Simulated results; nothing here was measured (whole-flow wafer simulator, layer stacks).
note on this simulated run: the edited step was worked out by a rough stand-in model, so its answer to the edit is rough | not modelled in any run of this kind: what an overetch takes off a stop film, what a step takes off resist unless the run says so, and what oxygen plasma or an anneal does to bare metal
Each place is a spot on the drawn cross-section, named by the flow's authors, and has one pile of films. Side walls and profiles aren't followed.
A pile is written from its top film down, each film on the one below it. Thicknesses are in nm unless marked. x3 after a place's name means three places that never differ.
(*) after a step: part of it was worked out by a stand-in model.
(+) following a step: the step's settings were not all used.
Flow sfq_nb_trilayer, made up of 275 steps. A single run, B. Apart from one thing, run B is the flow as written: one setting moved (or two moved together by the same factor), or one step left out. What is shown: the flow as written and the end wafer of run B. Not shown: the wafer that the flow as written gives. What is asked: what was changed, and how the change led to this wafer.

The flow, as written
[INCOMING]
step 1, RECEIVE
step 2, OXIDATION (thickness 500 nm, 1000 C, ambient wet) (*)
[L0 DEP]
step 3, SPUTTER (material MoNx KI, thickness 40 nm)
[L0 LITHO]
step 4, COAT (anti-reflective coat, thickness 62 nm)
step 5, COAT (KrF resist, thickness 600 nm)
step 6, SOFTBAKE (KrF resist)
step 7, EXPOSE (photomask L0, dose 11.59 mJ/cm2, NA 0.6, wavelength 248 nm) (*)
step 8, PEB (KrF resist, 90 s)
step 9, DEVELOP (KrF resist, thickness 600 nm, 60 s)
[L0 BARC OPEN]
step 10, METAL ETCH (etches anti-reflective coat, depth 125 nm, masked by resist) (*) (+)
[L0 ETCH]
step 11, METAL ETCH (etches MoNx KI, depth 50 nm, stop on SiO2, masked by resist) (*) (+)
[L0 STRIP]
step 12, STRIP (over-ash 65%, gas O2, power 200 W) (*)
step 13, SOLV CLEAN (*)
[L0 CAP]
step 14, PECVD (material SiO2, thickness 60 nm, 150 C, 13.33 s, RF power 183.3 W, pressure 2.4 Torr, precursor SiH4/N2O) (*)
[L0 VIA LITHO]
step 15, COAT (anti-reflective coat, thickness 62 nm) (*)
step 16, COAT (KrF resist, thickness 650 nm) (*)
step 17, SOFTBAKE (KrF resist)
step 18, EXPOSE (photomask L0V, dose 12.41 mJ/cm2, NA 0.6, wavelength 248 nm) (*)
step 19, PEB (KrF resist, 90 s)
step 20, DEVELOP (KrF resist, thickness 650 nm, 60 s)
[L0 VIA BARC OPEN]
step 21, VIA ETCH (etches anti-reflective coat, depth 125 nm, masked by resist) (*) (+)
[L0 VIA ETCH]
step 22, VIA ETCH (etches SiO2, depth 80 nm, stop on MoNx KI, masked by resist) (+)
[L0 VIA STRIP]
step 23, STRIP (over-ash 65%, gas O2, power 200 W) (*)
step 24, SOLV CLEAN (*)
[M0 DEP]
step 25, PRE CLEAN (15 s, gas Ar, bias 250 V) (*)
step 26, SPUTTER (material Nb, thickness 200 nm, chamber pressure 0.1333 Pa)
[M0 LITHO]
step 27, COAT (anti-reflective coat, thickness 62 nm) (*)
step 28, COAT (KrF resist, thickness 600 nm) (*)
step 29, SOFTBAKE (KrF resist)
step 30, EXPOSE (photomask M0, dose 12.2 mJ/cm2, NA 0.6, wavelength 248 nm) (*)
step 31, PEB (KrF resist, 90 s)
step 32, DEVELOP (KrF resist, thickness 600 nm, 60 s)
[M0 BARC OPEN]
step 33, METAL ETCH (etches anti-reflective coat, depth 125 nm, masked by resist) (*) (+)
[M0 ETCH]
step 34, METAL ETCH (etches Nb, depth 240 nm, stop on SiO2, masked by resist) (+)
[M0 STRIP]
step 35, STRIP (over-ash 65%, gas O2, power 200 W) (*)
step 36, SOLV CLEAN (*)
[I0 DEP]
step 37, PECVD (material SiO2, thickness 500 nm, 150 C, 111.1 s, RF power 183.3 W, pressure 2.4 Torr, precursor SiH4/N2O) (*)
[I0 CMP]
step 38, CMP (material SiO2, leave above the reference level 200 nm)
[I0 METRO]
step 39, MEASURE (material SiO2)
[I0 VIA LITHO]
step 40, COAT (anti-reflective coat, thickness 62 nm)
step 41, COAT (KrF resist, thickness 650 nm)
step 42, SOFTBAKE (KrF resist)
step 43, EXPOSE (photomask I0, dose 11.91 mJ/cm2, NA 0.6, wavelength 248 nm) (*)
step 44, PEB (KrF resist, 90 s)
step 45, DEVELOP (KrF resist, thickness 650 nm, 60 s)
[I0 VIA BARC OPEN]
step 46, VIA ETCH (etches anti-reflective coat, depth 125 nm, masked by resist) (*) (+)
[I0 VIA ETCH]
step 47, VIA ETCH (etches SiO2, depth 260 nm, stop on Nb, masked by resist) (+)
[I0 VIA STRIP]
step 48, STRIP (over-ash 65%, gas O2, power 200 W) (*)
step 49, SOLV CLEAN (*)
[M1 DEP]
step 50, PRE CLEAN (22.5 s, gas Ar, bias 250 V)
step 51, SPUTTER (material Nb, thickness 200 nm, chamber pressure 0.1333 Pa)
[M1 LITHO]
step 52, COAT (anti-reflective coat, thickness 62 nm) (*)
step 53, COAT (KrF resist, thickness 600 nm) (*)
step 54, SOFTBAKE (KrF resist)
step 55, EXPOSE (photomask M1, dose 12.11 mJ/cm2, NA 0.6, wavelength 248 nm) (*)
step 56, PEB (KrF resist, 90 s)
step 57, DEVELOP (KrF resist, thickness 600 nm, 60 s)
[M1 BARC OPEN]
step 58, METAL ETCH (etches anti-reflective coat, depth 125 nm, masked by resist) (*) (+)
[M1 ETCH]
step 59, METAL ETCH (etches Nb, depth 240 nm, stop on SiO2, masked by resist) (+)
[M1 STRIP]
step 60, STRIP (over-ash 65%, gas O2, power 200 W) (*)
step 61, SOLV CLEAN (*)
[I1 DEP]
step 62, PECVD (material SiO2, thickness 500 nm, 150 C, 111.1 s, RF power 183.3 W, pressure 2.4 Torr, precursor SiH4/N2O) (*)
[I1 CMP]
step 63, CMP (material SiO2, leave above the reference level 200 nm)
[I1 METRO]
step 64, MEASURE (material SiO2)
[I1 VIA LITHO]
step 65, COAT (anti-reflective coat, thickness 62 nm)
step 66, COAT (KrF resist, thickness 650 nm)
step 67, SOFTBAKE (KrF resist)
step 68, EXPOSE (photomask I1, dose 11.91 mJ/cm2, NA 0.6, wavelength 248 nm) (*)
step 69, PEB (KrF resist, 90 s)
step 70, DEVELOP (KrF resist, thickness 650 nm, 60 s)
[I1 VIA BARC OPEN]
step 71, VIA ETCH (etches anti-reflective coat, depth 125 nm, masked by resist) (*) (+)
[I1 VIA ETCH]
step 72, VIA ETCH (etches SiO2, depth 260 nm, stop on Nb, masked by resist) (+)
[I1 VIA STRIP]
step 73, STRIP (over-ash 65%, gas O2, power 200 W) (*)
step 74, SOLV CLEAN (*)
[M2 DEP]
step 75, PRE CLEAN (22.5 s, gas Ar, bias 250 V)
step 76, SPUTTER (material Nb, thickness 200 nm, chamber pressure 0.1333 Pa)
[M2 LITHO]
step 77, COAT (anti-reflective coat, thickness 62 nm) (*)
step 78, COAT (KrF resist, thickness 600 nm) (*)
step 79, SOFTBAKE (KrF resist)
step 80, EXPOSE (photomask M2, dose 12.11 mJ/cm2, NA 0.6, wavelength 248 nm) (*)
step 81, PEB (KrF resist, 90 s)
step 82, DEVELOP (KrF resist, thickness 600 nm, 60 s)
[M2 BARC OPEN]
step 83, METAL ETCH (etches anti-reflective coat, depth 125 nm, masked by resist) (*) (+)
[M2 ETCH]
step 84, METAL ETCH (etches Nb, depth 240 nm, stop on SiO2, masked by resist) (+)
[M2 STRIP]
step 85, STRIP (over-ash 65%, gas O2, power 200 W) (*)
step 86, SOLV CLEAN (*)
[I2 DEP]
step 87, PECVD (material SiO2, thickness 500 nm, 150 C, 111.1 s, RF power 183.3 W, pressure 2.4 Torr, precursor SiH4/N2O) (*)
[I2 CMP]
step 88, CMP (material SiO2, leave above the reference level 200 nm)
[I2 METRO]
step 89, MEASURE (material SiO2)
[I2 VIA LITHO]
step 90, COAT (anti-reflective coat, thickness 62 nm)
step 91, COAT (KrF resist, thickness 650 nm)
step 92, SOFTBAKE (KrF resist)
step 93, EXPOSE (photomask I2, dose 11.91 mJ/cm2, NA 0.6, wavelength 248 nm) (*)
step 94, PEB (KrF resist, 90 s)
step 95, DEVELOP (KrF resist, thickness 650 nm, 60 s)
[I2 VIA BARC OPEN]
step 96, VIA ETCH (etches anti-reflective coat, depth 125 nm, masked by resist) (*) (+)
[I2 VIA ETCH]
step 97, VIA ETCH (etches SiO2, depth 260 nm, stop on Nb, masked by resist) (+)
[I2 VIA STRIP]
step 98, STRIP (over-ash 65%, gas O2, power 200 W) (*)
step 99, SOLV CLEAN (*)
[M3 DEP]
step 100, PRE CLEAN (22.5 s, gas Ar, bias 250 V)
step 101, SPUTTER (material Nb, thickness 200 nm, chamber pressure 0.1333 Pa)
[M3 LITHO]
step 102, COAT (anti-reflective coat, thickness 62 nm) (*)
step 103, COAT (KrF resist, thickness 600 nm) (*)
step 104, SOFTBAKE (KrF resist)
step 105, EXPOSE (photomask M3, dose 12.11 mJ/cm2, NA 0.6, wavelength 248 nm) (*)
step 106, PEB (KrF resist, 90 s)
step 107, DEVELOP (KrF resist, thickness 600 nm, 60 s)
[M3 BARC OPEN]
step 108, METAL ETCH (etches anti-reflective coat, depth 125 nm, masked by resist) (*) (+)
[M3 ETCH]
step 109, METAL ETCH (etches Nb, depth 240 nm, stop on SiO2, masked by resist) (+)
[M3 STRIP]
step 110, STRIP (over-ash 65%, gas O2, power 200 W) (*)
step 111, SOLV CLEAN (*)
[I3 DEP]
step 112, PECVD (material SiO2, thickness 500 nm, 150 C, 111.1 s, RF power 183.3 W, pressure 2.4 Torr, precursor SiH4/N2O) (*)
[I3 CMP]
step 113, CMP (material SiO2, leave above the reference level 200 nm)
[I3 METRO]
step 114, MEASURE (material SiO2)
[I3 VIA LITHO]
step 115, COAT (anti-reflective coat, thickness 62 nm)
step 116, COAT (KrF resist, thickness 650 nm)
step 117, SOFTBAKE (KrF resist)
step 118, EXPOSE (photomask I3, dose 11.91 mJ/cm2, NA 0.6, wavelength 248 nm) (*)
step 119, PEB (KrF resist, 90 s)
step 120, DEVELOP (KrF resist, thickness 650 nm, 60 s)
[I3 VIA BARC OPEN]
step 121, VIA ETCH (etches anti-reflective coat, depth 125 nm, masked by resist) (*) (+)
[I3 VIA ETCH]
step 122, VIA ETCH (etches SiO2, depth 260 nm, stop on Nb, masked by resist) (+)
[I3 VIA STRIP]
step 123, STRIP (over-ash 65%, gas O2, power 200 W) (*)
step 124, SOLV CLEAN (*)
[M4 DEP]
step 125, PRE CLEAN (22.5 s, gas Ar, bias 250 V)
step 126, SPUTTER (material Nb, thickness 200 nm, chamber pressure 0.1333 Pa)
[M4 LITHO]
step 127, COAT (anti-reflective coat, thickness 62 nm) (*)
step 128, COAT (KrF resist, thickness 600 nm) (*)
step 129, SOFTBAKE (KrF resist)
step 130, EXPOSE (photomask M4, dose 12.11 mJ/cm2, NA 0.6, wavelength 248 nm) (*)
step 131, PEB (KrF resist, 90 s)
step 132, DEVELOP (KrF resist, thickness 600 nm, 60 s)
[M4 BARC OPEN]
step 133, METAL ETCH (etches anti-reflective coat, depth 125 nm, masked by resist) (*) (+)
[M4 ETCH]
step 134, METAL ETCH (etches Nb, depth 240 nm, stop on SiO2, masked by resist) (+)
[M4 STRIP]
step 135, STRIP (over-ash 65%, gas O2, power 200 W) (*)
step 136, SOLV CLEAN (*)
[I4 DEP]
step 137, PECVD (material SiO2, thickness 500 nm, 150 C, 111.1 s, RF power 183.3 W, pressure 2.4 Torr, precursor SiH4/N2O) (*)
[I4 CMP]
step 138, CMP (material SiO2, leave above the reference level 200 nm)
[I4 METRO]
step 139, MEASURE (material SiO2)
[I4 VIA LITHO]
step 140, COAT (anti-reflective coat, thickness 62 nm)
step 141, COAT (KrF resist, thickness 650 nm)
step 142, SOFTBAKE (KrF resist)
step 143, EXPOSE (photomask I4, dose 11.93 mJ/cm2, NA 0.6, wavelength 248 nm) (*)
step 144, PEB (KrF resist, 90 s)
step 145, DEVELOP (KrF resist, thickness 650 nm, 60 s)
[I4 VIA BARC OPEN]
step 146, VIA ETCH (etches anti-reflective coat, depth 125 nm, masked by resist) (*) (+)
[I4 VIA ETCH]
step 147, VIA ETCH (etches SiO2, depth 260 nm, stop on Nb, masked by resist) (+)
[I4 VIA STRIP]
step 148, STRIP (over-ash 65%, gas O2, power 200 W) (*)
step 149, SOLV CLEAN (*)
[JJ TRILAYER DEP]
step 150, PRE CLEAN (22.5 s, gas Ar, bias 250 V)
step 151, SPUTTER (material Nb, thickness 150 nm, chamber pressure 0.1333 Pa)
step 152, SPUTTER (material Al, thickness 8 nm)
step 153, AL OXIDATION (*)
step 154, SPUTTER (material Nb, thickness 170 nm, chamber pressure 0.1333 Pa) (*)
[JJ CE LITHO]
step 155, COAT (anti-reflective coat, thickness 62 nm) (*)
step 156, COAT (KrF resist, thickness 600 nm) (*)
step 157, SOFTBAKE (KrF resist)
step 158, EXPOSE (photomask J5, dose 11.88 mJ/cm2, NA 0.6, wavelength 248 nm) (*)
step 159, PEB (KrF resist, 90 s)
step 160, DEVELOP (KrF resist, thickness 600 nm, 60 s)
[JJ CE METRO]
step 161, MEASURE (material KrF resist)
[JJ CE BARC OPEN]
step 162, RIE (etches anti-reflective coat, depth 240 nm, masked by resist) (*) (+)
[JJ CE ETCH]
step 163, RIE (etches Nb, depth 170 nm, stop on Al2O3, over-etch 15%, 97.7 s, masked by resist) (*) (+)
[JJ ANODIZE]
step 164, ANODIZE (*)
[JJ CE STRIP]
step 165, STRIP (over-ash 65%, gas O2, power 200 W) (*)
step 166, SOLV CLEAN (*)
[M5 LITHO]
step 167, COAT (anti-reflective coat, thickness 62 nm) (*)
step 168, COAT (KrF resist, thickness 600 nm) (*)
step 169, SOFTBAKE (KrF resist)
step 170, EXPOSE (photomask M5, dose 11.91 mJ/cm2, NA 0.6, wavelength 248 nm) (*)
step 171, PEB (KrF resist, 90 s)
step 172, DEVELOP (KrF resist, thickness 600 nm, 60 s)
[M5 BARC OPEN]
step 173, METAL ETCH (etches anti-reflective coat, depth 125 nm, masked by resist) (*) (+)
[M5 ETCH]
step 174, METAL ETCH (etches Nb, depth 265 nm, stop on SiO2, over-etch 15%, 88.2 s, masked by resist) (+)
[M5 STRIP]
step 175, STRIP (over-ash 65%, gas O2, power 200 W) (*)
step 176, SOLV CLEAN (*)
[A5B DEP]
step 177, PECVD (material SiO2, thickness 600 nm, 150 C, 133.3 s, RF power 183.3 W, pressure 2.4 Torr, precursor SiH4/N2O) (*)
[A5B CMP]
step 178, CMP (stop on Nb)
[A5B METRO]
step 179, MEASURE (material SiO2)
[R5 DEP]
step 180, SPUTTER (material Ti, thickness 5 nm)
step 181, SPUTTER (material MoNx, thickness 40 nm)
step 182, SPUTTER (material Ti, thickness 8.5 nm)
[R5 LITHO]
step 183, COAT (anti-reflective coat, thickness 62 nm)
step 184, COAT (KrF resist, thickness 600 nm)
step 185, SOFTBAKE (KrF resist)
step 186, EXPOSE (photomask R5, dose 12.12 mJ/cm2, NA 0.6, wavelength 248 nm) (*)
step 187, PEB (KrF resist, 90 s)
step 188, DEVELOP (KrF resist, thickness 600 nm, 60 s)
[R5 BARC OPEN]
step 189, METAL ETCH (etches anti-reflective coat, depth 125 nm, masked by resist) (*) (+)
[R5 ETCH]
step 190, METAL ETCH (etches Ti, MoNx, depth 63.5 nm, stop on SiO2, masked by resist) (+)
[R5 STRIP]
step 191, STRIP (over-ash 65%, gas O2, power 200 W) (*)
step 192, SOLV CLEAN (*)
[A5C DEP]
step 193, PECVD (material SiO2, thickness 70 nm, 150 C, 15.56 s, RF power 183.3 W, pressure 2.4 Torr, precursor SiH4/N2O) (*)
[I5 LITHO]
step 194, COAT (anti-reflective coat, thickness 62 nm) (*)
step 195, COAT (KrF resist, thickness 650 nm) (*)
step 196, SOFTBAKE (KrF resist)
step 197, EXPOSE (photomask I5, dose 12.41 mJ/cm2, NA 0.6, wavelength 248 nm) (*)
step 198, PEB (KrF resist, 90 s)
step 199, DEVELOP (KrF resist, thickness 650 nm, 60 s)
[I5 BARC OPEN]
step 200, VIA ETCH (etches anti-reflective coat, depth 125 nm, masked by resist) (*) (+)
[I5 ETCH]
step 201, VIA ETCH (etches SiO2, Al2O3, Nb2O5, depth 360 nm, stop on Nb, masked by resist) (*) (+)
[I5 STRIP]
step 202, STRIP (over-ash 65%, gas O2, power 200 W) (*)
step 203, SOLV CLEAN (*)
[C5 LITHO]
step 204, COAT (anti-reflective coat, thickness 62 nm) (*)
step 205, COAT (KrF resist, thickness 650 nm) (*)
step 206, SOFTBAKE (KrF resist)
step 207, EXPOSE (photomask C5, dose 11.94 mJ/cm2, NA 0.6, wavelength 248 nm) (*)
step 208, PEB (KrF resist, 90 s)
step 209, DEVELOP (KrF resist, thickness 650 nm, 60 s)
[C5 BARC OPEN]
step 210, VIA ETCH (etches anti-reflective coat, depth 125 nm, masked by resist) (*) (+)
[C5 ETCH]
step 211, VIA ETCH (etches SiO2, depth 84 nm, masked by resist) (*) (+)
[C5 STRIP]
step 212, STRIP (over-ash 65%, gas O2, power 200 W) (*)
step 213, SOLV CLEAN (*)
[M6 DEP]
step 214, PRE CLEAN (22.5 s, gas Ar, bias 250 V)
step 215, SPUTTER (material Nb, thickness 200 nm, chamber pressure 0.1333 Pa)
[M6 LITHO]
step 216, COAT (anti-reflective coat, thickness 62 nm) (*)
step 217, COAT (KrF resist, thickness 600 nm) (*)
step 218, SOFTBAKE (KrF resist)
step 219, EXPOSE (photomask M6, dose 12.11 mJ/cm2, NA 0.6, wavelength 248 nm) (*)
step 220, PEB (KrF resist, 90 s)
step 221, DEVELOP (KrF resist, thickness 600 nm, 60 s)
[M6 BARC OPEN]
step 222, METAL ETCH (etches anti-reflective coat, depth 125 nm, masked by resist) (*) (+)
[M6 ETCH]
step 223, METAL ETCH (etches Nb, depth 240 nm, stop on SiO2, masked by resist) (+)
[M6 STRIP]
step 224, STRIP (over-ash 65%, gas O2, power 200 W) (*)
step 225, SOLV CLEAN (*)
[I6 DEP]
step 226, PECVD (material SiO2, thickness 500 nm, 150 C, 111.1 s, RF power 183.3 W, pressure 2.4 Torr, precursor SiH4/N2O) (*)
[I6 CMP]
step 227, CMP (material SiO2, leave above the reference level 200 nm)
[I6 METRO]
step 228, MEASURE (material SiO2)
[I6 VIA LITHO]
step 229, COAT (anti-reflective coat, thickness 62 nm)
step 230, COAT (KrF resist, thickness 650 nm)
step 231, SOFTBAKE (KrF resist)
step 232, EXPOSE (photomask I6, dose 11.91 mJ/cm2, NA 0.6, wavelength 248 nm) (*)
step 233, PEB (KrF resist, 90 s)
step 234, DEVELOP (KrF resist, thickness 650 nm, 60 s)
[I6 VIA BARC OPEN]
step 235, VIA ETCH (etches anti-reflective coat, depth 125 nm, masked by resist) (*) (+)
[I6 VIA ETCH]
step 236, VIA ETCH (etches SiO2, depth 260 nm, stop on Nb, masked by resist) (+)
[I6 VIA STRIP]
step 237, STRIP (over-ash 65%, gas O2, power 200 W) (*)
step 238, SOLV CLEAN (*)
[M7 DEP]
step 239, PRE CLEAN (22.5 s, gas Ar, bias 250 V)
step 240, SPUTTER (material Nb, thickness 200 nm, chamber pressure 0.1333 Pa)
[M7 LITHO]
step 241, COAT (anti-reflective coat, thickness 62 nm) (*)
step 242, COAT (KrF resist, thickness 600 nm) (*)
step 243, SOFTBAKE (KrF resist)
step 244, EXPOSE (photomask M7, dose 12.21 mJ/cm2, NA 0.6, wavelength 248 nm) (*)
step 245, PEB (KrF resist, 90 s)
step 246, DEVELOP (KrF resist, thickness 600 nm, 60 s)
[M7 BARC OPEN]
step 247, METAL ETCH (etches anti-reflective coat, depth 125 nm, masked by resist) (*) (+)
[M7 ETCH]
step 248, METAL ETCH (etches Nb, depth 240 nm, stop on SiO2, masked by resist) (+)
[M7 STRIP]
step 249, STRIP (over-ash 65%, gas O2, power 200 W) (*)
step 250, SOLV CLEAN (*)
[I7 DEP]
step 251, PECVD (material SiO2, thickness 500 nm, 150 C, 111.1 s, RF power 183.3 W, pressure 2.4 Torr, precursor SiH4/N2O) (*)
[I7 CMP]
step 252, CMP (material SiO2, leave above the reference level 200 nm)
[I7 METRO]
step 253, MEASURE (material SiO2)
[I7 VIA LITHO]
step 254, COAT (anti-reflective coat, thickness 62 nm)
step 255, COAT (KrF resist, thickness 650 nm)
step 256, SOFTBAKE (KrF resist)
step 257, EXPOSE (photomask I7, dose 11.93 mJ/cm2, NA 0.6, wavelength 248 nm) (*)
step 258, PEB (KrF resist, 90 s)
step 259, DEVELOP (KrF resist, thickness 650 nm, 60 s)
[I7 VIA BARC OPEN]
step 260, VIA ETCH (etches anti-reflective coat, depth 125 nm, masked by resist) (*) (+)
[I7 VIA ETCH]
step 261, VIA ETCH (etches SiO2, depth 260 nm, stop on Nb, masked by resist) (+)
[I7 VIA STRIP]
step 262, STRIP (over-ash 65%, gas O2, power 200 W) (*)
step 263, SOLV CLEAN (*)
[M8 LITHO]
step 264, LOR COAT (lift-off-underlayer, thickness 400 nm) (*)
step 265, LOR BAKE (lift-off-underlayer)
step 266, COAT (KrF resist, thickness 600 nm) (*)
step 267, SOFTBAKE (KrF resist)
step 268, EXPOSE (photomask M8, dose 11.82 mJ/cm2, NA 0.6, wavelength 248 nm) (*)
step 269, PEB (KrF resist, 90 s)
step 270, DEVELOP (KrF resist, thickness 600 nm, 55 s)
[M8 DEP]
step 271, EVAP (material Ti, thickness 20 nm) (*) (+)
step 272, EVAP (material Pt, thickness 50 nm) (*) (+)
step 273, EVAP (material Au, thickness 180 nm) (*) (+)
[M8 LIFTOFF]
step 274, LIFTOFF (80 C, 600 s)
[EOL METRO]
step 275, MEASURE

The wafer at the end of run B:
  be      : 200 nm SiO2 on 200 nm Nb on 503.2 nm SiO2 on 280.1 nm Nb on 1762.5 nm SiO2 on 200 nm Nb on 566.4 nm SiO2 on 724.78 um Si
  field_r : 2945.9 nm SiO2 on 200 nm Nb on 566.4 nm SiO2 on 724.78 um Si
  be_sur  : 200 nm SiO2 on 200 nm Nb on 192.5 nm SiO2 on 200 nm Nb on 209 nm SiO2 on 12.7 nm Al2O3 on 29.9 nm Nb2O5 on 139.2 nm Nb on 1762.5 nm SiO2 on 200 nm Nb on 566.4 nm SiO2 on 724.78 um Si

The reason: step 14, PECVD: thickness 71.4 nm was run, though the flow has thickness 60 nm; step 14, PECVD: 15.87 s was run, where the flow has 13.33 s.

The path from the change to this, step by step:
  step 14, PECVD (material SiO2, thickness 60 nm, 150 C, 13.33 s, RF power 183.3 W, pressure 2.4 Torr, precursor SiH4/N2O) (*)
      v_sur, via_wl, via_w and 97 more: SiO2 gains 71.4 (it would be, as written: SiO2 gains 60)
      field_l, l0_sur, l0v, l0r_line_l, l0r_line_c, l0r_line_r: SiO2 gains 71.4 (new film) (it would be, as written: SiO2 gains 60 (new film))
  step 22, VIA ETCH (etches SiO2, depth 80 nm, stop on MoNx KI, masked by resist) (+)
      l0v: SiO2 loses 71.2 (all of it) (it would be, as written: SiO2 loses 59.8 (all of it))
  step 27, COAT (anti-reflective coat, thickness 62 nm) (*)
      l0_sur: anti-reflective coat gains 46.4 (new film) (it would be, as written: anti-reflective coat gains 47.5 (new film))
      l0v: anti-reflective coat gains 80.9 (new film) (it would be, as written: anti-reflective coat gains 78 (new film))
  step 35, STRIP (over-ash 65%, gas O2, power 200 W) (*)
      l0_sur: KrF resist loses 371 (all of it), anti-reflective coat loses 46.4 (all of it) (it would be, as written: KrF resist loses 372 (all of it), anti-reflective coat loses 47.5 (all of it))
      l0v: KrF resist loses 412.8 (all of it), anti-reflective coat loses 80.9 (all of it) (it would be, as written: KrF resist loses 405.3 (all of it), anti-reflective coat loses 78 (all of it))
  step 38, CMP (material SiO2, leave above the reference level 200 nm)
      l0v: SiO2 loses 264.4 (it would be, as written: SiO2 loses 277.8)
